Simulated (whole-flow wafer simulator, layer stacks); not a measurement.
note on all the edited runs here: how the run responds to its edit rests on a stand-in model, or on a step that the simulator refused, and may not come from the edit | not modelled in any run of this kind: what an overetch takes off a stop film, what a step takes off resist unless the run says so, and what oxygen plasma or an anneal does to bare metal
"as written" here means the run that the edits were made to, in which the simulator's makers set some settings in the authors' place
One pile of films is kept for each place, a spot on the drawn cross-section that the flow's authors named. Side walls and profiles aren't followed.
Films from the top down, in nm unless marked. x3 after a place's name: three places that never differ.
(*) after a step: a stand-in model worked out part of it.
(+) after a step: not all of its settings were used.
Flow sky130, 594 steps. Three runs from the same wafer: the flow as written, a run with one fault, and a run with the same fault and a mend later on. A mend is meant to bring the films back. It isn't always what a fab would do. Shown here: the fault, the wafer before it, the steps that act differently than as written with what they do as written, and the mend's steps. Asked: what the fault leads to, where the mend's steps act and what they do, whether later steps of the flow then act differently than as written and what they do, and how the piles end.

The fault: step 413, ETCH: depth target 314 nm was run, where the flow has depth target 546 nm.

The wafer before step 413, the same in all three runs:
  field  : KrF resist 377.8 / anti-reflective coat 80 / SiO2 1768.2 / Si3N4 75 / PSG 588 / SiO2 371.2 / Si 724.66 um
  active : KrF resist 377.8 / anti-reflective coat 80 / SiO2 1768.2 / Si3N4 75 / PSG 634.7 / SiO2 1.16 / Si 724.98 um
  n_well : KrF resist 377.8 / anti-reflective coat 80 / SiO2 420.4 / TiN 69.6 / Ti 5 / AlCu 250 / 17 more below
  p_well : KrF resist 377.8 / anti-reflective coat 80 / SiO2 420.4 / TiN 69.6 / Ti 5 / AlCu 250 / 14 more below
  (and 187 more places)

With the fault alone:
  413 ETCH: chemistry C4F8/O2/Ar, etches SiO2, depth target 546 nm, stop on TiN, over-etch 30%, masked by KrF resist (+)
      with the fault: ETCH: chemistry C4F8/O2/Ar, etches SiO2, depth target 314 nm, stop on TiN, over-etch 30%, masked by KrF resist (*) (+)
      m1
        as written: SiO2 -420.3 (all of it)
        with the fault: SiO2 -314
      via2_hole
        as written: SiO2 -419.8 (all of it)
        with the fault: SiO2 -314
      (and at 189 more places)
  Later steps of the flow that act differently than as written (1 more step differs only slightly, by at most 2% or 0.5 nm, whichever is larger, and isn't shown):
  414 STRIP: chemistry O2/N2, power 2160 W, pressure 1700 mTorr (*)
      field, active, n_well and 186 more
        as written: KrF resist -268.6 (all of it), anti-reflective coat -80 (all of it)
        with the fault: KrF resist -315 (all of it), anti-reflective coat -80 (all of it)
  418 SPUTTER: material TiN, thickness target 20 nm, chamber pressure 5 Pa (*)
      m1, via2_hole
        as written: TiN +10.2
        with the fault: TiN +11.6 (new film)
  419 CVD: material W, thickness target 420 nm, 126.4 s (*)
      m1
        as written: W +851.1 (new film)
        with the fault: W +743 (new film)
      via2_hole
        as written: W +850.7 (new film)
        with the fault: W +743 (new film)
  At the end the piles differ from the flow's by more than 2% or 0.5 nm, whichever is larger, at m1, via2_hole.
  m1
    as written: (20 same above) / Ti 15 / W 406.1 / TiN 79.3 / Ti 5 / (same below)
    with the fault: (20 same above) / Ti 15 / W 298 / TiN 11.6 / SiO2 106.3 / TiN 69.6 / Ti 5 / (same below)
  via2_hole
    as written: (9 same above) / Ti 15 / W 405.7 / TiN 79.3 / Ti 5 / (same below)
    with the fault: (9 same above) / Ti 15 / W 298 / TiN 11.6 / SiO2 105.8 / TiN 69.6 / Ti 5 / (same below)

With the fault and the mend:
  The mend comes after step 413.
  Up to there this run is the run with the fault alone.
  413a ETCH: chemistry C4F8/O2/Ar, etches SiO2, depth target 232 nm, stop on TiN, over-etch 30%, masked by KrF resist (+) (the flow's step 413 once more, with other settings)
      field, active, n_well and 186 more
        KrF resist -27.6
      m1
        SiO2 -106.3 (all of it)
      via2_hole
        SiO2 -105.8 (all of it)
  Later steps of the flow that act differently than as written:
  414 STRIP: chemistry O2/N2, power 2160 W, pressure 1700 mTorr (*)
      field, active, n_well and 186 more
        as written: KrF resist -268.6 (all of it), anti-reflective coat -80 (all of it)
        with the mend: KrF resist -287.4 (all of it), anti-reflective coat -80 (all of it)
  At the end the piles are the same as the flow's at every place that both follow.
